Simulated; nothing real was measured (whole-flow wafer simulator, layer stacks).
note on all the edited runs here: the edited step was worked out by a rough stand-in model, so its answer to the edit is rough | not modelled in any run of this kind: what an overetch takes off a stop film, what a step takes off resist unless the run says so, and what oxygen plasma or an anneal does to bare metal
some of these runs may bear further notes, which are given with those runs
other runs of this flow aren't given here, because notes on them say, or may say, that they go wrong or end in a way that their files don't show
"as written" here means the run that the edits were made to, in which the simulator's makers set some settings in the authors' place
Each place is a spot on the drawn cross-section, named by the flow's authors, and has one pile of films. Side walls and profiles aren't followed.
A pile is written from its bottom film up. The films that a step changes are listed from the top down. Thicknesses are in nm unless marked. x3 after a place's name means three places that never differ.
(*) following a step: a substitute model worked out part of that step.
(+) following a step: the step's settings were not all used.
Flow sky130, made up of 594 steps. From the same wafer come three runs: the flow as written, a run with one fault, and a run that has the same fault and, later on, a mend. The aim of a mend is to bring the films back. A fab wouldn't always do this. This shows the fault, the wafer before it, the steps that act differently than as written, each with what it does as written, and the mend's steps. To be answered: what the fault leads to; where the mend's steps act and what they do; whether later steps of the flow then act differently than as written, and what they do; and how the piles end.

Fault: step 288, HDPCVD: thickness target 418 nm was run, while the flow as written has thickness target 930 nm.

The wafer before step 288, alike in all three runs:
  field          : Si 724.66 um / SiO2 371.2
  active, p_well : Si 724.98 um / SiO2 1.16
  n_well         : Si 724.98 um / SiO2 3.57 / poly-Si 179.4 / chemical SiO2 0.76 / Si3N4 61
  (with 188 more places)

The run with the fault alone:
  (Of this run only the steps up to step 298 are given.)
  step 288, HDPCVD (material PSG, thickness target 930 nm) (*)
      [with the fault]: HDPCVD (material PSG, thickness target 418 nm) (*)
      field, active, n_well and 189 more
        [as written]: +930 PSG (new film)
        [with the fault]: +418 PSG (new film)
  Steps further on in the flow that do not act as written (1 other step is not shown; it differs only slightly, by no more than 2% or 0.5 nm, whichever is larger):
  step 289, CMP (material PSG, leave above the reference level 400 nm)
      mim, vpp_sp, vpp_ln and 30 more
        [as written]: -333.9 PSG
        [with the fault]: nothing
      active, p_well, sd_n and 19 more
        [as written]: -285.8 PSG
        [with the fault]: nothing
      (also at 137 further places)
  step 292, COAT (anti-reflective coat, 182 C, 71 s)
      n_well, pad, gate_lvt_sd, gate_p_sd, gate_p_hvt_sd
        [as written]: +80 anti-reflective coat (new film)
        [with the fault]: +3 anti-reflective coat (new film)
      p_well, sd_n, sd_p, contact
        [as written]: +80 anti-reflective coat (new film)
        [with the fault]: +126.4 anti-reflective coat (new film)
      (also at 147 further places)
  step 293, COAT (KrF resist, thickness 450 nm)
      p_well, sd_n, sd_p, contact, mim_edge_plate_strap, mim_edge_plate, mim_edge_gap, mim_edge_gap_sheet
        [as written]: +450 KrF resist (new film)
        [with the fault]: +501 KrF resist (new film)
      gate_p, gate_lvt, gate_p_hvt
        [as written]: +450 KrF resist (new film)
        [with the fault]: +394 KrF resist (new film)
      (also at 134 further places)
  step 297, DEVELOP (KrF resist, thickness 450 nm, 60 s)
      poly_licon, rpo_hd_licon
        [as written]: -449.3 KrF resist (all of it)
        [with the fault]: -349.9 KrF resist (all of it)
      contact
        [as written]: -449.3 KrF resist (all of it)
        [with the fault]: -500.3 KrF resist (all of it)
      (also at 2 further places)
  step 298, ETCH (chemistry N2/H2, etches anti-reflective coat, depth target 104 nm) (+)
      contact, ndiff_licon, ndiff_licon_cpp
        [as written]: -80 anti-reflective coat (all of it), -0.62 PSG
        [with the fault]: -104 anti-reflective coat
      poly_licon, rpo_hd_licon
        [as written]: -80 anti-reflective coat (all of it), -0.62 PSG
        [with the fault]: -76.5 anti-reflective coat (all of it), -0.71 PSG
  After step 298, at field, active, n_well and 172 more, the piles differ from the flow's by more than 2% or 0.5 nm, whichever is larger.
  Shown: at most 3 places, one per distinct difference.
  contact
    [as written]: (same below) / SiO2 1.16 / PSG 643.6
    [with the fault]: (same below) / SiO2 1.16 / PSG 418 / anti-reflective coat 22.4
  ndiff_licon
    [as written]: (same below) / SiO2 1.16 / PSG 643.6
    [with the fault]: (same below) / SiO2 1.16 / PSG 418 / anti-reflective coat 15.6
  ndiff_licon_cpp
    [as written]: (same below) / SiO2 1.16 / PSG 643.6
    [with the fault]: (same below) / SiO2 1.16 / PSG 418 / anti-reflective coat 38

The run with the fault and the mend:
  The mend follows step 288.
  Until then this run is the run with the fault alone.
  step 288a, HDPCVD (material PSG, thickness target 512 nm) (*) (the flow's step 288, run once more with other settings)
      field, active, n_well and 189 more
        +512 PSG
  None of the later steps of the flow differs from how it acts as written, at any place that is followed, by more than 2% or 0.5 nm, whichever is larger.
  The piles end only slightly different from the flow's at the places that both follow, by no more than 2% or 0.5 nm, whichever is larger.
